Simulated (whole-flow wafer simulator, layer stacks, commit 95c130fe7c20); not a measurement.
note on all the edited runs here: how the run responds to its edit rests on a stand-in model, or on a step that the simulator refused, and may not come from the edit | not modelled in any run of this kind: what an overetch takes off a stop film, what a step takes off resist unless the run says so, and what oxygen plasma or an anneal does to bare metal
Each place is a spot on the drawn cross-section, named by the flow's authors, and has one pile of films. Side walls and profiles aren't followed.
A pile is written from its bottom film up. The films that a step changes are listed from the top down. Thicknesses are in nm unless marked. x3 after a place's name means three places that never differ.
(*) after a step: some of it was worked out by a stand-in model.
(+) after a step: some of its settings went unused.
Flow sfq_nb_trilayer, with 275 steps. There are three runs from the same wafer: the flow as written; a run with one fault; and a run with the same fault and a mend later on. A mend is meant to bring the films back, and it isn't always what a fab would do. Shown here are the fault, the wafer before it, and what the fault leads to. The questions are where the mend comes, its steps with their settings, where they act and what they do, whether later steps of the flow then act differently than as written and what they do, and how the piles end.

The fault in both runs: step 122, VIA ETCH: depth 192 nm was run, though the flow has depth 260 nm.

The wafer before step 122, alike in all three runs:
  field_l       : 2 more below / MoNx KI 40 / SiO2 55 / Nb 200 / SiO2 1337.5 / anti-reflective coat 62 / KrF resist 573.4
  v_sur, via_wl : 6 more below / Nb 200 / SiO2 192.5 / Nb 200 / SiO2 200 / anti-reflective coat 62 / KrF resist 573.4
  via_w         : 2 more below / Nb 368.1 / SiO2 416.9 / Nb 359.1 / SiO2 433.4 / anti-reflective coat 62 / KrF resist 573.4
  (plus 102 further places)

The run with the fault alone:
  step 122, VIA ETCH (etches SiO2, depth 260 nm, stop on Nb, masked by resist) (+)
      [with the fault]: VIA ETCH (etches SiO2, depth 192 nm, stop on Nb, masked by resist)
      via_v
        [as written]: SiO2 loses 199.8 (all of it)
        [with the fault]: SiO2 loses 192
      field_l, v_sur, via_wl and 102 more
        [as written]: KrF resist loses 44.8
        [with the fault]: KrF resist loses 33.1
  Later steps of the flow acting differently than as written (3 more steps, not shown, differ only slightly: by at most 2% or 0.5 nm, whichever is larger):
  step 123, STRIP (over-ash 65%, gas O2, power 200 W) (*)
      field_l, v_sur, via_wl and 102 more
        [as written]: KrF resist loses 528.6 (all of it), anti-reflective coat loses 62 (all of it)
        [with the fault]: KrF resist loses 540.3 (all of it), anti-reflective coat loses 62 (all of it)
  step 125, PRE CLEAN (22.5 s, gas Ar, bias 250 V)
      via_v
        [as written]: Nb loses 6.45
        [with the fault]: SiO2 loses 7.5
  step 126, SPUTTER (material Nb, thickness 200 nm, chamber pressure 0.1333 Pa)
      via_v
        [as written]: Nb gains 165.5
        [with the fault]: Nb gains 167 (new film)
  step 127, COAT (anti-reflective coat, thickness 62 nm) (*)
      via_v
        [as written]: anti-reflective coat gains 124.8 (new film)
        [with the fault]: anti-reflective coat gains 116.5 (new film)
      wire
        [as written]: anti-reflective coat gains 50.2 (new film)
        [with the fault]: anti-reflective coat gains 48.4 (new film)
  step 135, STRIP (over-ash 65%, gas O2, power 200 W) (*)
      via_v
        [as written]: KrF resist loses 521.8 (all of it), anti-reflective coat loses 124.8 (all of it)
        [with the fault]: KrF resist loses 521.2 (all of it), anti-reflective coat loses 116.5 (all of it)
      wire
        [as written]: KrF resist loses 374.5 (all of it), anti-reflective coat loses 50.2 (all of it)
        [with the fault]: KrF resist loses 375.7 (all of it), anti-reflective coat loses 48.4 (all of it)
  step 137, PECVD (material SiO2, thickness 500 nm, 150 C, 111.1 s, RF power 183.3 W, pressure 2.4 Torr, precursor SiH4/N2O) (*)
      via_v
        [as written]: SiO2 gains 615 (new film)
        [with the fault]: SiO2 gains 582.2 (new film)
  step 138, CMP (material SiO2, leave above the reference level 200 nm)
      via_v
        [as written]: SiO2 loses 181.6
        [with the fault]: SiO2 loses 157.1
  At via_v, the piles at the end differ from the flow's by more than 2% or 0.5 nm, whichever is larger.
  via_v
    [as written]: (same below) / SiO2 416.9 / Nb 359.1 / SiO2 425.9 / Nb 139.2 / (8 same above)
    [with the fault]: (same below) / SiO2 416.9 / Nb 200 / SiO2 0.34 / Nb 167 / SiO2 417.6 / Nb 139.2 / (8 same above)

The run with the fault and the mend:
  The mend follows step 123.
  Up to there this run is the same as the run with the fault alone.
  step 123a, COAT (anti-reflective coat, thickness 62 nm) (*) (the flow's step 115, run once more)
      p4_fl x3, p4_w1 x9, p4_g1 x2 and 63 more
        anti-reflective coat gains 62 (new film)
      lsp_l, ln_m5, lsp_m, ln_m6, lsp_r, l0_sur, l0v
        anti-reflective coat gains 61.8 (new film)
      r_sur, res, r_end, moat, field_r
        anti-reflective coat gains 61.7 (new film)
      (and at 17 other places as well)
  step 123b, COAT (KrF resist, thickness 650 nm) (*) (the flow's step 116, run once more)
      p4_fl x3, p4_w1 x9, p4_g1 x2 and 63 more
        KrF resist gains 650 (new film)
      ln_m5, lsp_m, ln_m6, lsp_r, l0_sur, l0v
        KrF resist gains 649.6 (new film)
      moat, field_r, lsp_l
        KrF resist gains 649.5 (new film)
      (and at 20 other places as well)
  step 123c, SOFTBAKE (KrF resist) (the flow's step 117, run once more)
      does not change any film at any place that is followed
  step 123d, EXPOSE (photomask I3, dose 11.91 mJ/cm2, NA 0.6, wavelength 248 nm) (*) (the flow's step 118, run once more)
      does not change any film at any place that is followed
  step 123e, PEB (KrF resist, 90 s) (the flow's step 119, run once more)
      sp_r, be_r, r_sur and 88 more
        KrF resist loses 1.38
      field_l, v_sur, via_wl and 8 more
        KrF resist loses 1.37
      via_wr, via_sp, be
        KrF resist loses 1.36
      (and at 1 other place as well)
  step 123f, DEVELOP (KrF resist, thickness 650 nm, 60 s) (the flow's step 120, run once more)
      field_l, v_sur, via_wl and 102 more
        KrF resist loses 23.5
      via_v
        KrF resist loses 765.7 (all of it)
  step 123g, VIA ETCH (etches anti-reflective coat, depth 125 nm, masked by resist) (+) (the flow's step 121, run once more)
      field_l, v_sur, via_wl and 102 more
        KrF resist loses 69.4
      via_v
        anti-reflective coat loses 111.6 (all of it), SiO2 loses 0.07
  step 123h, VIA ETCH (etches SiO2, depth 68 nm, stop on Nb, masked by resist) (+) (the flow's step 122, run once more with other settings)
      field_l, v_sur, via_wl and 102 more
        KrF resist loses 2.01
      via_v
        SiO2 loses 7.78 (all of it)
  step 123i, STRIP (over-ash 65%, gas O2, power 200 W) (*) (the flow's step 123, run once more)
      p4_fl x3, p4_w1 x9, p4_g1 x2 and 63 more
        KrF resist loses 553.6 (all of it), anti-reflective coat loses 62 (all of it)
      lsp_l, ln_m5, lsp_m, ln_m6, lsp_r, l0_sur, l0v
        KrF resist loses 553.2 (all of it), anti-reflective coat loses 61.8 (all of it)
      ce_r, sp_r
        KrF resist loses 552.7 (all of it), anti-reflective coat loses 61.6 (all of it)
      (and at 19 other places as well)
  None of the later steps of the flow acts differently than as written at any place that is followed.
  At every place that both follow, the piles at the end match the flow's.
